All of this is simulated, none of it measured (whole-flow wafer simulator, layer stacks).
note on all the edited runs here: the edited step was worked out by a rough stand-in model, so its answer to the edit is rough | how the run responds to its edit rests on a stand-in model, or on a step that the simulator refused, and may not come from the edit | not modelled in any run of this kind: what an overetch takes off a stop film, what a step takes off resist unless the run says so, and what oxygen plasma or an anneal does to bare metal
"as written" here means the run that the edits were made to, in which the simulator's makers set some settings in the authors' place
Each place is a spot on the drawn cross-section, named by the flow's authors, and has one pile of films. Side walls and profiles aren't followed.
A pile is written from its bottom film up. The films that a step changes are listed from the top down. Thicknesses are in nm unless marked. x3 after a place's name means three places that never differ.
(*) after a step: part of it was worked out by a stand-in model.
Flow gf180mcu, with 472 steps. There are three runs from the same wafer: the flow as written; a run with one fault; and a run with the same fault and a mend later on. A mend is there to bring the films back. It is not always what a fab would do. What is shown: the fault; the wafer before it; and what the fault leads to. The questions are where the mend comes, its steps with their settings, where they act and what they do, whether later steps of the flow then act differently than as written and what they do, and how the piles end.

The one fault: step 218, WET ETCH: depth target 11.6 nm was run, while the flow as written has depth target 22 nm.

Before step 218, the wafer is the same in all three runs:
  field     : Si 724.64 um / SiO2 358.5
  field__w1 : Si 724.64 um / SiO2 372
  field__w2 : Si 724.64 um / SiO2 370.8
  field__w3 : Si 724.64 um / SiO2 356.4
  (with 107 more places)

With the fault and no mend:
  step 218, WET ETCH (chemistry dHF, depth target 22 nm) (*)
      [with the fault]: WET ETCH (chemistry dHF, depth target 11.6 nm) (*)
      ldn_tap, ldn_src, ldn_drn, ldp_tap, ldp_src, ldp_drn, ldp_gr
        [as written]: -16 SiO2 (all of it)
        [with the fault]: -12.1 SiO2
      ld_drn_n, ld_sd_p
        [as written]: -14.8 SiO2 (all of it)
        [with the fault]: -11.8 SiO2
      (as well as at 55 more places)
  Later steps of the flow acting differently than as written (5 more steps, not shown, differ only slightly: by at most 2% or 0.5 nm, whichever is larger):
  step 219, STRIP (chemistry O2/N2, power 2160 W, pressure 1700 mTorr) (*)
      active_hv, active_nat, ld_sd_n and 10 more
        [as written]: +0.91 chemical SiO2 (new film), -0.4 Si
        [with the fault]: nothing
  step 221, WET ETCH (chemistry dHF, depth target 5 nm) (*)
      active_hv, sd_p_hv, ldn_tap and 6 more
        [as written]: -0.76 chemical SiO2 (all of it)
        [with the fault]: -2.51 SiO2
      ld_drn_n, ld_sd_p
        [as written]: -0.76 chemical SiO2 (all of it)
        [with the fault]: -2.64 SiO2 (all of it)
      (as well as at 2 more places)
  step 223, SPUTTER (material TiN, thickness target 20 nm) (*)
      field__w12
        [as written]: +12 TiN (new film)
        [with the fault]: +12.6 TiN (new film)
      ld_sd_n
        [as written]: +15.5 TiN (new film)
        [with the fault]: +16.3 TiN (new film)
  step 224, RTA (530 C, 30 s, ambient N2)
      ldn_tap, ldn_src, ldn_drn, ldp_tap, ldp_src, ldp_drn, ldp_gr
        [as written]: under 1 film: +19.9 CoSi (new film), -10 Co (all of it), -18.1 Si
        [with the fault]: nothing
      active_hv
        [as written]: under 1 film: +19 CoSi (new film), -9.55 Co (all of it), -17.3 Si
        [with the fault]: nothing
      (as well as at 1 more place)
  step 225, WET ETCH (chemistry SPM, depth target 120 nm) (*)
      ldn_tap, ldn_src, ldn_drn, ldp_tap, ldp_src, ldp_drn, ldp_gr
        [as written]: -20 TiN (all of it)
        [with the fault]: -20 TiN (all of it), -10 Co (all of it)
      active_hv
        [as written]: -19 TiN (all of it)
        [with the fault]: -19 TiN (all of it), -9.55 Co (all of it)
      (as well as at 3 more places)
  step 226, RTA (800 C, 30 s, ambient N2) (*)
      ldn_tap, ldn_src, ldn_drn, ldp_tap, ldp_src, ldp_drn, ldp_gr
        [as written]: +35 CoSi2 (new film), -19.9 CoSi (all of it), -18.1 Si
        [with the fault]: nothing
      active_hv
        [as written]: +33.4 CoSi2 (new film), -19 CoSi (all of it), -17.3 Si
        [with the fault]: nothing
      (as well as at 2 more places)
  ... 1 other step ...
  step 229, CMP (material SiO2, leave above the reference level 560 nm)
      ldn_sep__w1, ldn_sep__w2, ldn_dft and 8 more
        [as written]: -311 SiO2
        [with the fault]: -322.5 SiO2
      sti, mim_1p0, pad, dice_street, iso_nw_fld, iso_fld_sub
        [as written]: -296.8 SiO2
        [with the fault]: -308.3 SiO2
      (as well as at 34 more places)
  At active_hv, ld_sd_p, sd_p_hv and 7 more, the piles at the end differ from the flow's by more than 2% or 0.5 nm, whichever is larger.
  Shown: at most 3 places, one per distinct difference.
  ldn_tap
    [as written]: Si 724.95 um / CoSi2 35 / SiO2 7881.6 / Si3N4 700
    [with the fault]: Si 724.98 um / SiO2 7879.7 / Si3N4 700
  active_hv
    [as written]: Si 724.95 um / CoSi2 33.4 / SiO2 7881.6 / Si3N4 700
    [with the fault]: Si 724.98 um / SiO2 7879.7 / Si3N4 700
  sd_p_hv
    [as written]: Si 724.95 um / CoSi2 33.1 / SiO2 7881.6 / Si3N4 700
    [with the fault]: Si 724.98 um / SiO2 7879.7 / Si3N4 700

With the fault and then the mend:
  After step 218 comes the mend.
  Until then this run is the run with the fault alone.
  step 218a, WET ETCH (chemistry dHF, depth target 10.4 nm) (*) (a further turn of the flow's step 218, with different settings)
      field, field__w1, field__w2 and 47 more
        -10.4 SiO2
      ldn_tap, ldn_src, ldn_drn, ldp_tap, ldp_src, ldp_drn, ldp_gr
        -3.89 SiO2 (all of it)
      ld_drn_n, ld_sd_p
        -2.98 SiO2 (all of it)
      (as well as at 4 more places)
  Every later step of the flow that is run acts as written, at every place that is followed, to within 2% or 0.5 nm, whichever is larger.
  The piles end only slightly different from the flow's at the places that both follow, by no more than 2% or 0.5 nm, whichever is larger.
